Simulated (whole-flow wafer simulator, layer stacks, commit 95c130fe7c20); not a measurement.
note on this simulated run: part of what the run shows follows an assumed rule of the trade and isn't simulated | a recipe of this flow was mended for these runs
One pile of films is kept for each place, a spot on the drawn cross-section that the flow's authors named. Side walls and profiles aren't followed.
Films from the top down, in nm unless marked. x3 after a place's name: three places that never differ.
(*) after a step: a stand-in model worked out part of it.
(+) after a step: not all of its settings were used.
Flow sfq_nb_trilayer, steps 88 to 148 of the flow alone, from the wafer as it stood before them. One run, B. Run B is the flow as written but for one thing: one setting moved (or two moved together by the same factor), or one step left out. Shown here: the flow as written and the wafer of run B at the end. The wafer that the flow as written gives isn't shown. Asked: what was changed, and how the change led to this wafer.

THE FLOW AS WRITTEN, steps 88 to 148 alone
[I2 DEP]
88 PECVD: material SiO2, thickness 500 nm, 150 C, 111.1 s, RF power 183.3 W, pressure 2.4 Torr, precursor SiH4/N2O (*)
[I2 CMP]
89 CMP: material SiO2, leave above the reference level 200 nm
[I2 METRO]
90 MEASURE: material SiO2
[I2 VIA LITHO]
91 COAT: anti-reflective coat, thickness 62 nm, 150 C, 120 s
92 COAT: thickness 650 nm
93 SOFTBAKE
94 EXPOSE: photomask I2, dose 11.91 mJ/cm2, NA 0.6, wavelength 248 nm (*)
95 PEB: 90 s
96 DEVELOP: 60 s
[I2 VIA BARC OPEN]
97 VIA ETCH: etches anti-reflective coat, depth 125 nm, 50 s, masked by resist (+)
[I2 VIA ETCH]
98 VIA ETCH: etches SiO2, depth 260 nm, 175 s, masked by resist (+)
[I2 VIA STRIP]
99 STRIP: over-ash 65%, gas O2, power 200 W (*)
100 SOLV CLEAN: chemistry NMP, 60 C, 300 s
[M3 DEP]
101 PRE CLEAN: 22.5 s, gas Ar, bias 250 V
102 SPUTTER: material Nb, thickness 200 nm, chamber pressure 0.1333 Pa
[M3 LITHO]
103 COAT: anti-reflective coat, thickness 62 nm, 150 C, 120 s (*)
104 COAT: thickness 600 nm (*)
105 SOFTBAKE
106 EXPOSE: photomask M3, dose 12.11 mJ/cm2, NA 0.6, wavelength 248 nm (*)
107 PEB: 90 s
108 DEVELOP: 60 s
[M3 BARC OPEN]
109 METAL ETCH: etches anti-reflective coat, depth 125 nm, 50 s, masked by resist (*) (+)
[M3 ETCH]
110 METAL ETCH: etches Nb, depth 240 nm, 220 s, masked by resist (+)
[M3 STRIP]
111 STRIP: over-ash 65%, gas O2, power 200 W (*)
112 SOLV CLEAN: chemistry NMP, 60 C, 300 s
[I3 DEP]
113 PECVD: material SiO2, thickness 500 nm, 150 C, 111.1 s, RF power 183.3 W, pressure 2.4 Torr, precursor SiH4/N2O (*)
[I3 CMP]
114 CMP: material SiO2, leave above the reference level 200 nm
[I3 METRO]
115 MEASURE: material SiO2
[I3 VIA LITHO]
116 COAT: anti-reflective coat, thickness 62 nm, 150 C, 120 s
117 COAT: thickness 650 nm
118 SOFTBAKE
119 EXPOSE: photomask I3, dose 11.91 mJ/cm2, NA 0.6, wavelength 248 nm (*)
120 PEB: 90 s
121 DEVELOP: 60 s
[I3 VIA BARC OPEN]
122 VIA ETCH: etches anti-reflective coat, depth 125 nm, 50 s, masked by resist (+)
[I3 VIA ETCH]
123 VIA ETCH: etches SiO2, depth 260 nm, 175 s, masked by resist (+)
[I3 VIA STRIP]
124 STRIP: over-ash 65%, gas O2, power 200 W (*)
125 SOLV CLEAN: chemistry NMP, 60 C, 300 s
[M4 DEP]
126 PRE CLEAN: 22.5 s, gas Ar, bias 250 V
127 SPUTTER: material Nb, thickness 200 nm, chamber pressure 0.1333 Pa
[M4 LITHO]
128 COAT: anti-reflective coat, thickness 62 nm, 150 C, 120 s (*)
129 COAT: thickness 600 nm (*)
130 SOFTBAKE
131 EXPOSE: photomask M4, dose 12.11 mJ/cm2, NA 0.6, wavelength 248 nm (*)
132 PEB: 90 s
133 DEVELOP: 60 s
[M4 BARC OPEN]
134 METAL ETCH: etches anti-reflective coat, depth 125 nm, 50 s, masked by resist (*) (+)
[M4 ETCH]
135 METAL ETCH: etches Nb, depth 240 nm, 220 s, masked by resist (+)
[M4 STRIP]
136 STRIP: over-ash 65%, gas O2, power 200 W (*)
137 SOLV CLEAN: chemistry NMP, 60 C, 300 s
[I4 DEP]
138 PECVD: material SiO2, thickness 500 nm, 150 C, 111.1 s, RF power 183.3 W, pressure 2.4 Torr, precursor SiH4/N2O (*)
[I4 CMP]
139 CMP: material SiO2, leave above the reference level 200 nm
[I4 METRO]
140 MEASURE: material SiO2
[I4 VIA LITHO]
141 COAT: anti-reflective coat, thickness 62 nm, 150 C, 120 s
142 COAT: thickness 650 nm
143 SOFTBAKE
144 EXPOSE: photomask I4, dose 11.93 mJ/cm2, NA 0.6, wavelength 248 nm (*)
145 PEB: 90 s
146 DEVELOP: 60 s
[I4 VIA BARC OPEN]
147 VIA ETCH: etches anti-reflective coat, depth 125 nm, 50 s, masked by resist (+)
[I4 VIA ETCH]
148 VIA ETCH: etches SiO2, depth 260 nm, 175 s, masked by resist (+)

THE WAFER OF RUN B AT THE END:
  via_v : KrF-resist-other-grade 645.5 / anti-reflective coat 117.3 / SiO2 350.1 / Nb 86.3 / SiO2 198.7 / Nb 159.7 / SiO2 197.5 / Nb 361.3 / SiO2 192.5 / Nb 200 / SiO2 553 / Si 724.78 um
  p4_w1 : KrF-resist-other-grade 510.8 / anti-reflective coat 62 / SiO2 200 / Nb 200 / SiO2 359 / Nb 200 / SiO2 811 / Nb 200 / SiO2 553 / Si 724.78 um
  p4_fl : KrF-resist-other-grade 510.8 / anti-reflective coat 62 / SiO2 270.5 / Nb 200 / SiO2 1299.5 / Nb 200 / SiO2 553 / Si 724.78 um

The cause: step 88, PECVD: thickness 237.5 nm was run, where the flow has thickness 500 nm; step 88, PECVD: 52.78 s was run, where the flow has 111.1 s.

How the change led to this, step by step:
  88 PECVD: material SiO2, thickness 500 nm, 150 C, 111.1 s, RF power 183.3 W, pressure 2.4 Torr, precursor SiH4/N2O (*)
      field_l, be, be_sur and 81 more: SiO2 +237.5 (as written it would be: SiO2 +500)
      v_sur, via_wl, via_w and 18 more: SiO2 +237.5 (new film) (as written it would be: SiO2 +500 (new film))
      (and at 1 more place)
  89 CMP: material SiO2, leave above the reference level 200 nm
      field_l, be, be_sur and 81 more: nothing (as written it would be: SiO2 -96)
      via_v: nothing (as written it would be: SiO2 -181.6)
      (and at 21 more places)
  91 COAT: anti-reflective coat, thickness 62 nm, 150 C, 120 s
      r_sur, moat, field_r, p3_l6: anti-reflective coat +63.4 (new film) (as written it would be: anti-reflective coat +62 (new film))
      lsp_l, ln_m5, lsp_m, p4_w2: anti-reflective coat +63.3 (new film) (as written it would be: anti-reflective coat +62 (new film))
      (and at 86 more places)
  92 COAT: thickness 650 nm
      m0r_line_l x3: KrF-resist-other-grade +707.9 (new film) (as written it would be: KrF-resist-other-grade +650 (new film))
      m0r_line_r x3: KrF-resist-other-grade +707.4 (new film) (as written it would be: KrF-resist-other-grade +650 (new film))
      (and at 59 more places)
  96 DEVELOP: 60 s
      via_w: KrF-resist-other-grade -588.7 (all of it) (as written it would be: KrF-resist-other-grade -648.6 (all of it))
  99 STRIP: over-ash 65%, gas O2, power 200 W (*)
      m0r_line_l x3: KrF-resist-other-grade -568.6 (all of it), anti-reflective coat -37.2 (all of it) (as written it would be: KrF-resist-other-grade -510.8 (all of it), anti-reflective coat -62 (all of it))
      m0r_space_l, m6r_space_l x2: KrF-resist-other-grade -522.8 (all of it), anti-reflective coat -93 (all of it) (as written it would be: KrF-resist-other-grade -510.8 (all of it), anti-reflective coat -62 (all of it))
      (and at 96 more places)
  102 SPUTTER: material Nb, thickness 200 nm, chamber pressure 0.1333 Pa
      via_v: Nb +159.7 (new film) (as written it would be: Nb +200 (new film))
  103 COAT: anti-reflective coat, thickness 62 nm, 150 C, 120 s (*)
      m0r_line_l x3, m0r_line_r x3: anti-reflective coat +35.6 (new film) (as written it would be: anti-reflective coat +62 (new film))
      m0r_space_l, m0r_space_r, m6r_space_l x2, m6r_space_r x2: anti-reflective coat +91.8 (new film) (as written it would be: anti-reflective coat +62 (new film))
      (and at 76 more places)
  104 COAT: thickness 600 nm (*)
      m0r_line_l x3, m0r_line_r x3: KrF-resist-other-grade +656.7 (new film) (as written it would be: KrF-resist-other-grade +600 (new film))
      p3_s1, p3_fr: KrF-resist-other-grade +616.4 (new film) (as written it would be: KrF-resist-other-grade +600 (new film))
      (and at 58 more places)
  108 DEVELOP: 60 s
      m0r_line_l x3, m0r_line_r x3: KrF-resist-other-grade -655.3 (all of it) (as written it would be: KrF-resist-other-grade -598.7 (all of it))
      p3_s1, p3_fr: KrF-resist-other-grade -615.1 (all of it) (as written it would be: KrF-resist-other-grade -598.7 (all of it))
      (and at 35 more places)
  109 METAL ETCH: etches anti-reflective coat, depth 125 nm, 50 s, masked by resist (*) (+)
      m5r_linepad_l, m5r_linepad_r, r5r_line_l, r5r_spacepad_l, r5r_spacepad_r, m8r_pad_l, m8r_pad_r: anti-reflective coat -125 (as written it would be: anti-reflective coat -62 (all of it))
      m0r_line_l x3, m0r_line_r x3: anti-reflective coat -35.6 (all of it) (as written it would be: anti-reflective coat -62 (all of it))
      (and at 47 more places)
  110 METAL ETCH: etches Nb, depth 240 nm, 220 s, masked by resist (+)
      m5r_linepad_l, m5r_linepad_r: anti-reflective coat -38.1 (all of it), Nb -200 (all of it), SiO2 -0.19 (as written it would be: Nb -200 (all of it), SiO2 -4)
      r5r_spacepad_l, r5r_spacepad_r: anti-reflective coat -36.6 (all of it), Nb -200 (all of it), SiO2 -0.34 (as written it would be: Nb -200 (all of it), SiO2 -4)
      (and at 3 more places)
  111 STRIP: over-ash 65%, gas O2, power 200 W (*)
      wl_a_sr, wl_b_sl: KrF-resist-other-grade -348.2 (all of it), anti-reflective coat -58 (all of it) (as written it would be: KrF-resist-other-grade -364.6 (all of it), anti-reflective coat -62 (all of it))
      v_sur: KrF-resist-other-grade -290.1 (all of it), anti-reflective coat -39.8 (all of it) (as written it would be: KrF-resist-other-grade -361 (all of it), anti-reflective coat -46 (all of it))
      (and at 26 more places)
  113 PECVD: material SiO2, thickness 500 nm, 150 C, 111.1 s, RF power 183.3 W, pressure 2.4 Torr, precursor SiH4/N2O (*)
      via_v: SiO2 +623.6 (new film) (as written it would be: SiO2 +500 (new film))
  114 CMP: material SiO2, leave above the reference level 200 nm
      field_l, be, be_sur and 64 more: nothing (as written it would be: SiO2 -96)
      p4_g1, p4_g2, p3_s0, p3_s1, p3_s2, p3_s3, p3_s4, p3_s5: nothing (as written it would be: SiO2 -157.1)
      (and at 10 more places)
  116 COAT: anti-reflective coat, thickness 62 nm, 150 C, 120 s
      wl_a_m6, wl_a_sr, wl_b_sl: anti-reflective coat +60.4 (new film) (as written it would be: anti-reflective coat +62 (new film))
      m0r_line_l x3: anti-reflective coat +72.1 (new film) (as written it would be: anti-reflective coat +62 (new film))
      (and at 78 more places)
  ... 17 more steps ...
  147 VIA ETCH: etches anti-reflective coat, depth 125 nm, 50 s, masked by resist (+)
      via_wl: anti-reflective coat -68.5 (all of it), SiO2 -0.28 (as written it would be: anti-reflective coat -62 (all of it), SiO2 -0.31)
      via_w: anti-reflective coat -71 (all of it), SiO2 -0.27 (as written it would be: anti-reflective coat -62 (all of it), SiO2 -0.31)
      (and at 1 more place)
Counting metal films that touch as one body, via_v has 4 bodies (between them, from the top down: SiO2 198.7; SiO2 197.5; SiO2 192.5); the flow as written gives 3 bodies (between them, from the top down: SiO2 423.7; SiO2 192.5).
